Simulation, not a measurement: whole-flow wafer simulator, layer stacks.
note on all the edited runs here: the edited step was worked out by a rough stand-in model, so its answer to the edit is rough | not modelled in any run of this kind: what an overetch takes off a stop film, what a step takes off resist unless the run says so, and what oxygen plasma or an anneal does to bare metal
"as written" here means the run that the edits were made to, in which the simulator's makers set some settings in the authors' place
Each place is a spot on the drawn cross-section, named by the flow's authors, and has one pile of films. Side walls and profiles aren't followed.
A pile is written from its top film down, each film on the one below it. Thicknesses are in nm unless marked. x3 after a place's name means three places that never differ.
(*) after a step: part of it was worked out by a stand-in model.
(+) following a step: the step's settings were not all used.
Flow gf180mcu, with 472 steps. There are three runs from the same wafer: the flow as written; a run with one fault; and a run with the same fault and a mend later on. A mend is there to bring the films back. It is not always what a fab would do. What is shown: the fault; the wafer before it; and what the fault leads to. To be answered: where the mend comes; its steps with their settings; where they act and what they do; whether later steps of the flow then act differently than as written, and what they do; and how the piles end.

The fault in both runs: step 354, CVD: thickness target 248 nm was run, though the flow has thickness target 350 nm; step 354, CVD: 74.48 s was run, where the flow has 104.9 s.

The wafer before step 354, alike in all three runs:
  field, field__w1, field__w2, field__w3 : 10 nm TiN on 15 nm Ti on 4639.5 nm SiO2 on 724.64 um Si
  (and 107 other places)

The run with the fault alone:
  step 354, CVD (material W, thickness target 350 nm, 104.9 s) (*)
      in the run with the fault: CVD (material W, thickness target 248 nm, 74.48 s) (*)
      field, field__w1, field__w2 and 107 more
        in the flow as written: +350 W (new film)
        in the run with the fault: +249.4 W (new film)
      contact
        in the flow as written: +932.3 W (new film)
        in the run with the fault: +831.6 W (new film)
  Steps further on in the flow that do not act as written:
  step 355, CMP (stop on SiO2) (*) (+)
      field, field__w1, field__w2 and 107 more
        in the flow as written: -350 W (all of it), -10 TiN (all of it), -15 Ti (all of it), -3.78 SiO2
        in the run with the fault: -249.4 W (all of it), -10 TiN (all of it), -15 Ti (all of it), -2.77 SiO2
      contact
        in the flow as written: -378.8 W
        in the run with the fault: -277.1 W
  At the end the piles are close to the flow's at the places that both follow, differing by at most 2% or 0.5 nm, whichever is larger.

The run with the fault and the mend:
  The mend stands after step 354.
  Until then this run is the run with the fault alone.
  step 354a, CVD (material W, thickness target 102 nm, 30.57 s) (the flow's step 354, run once more with other settings)
      field, field__w1, field__w2 and 108 more
        +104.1 W
  Later steps of the flow that are run all act as written at every place that is followed, up to a difference of at most 2% or 0.5 nm, whichever is larger.
  At the end the piles are close to the flow's at the places that both follow, differing by at most 2% or 0.5 nm, whichever is larger.
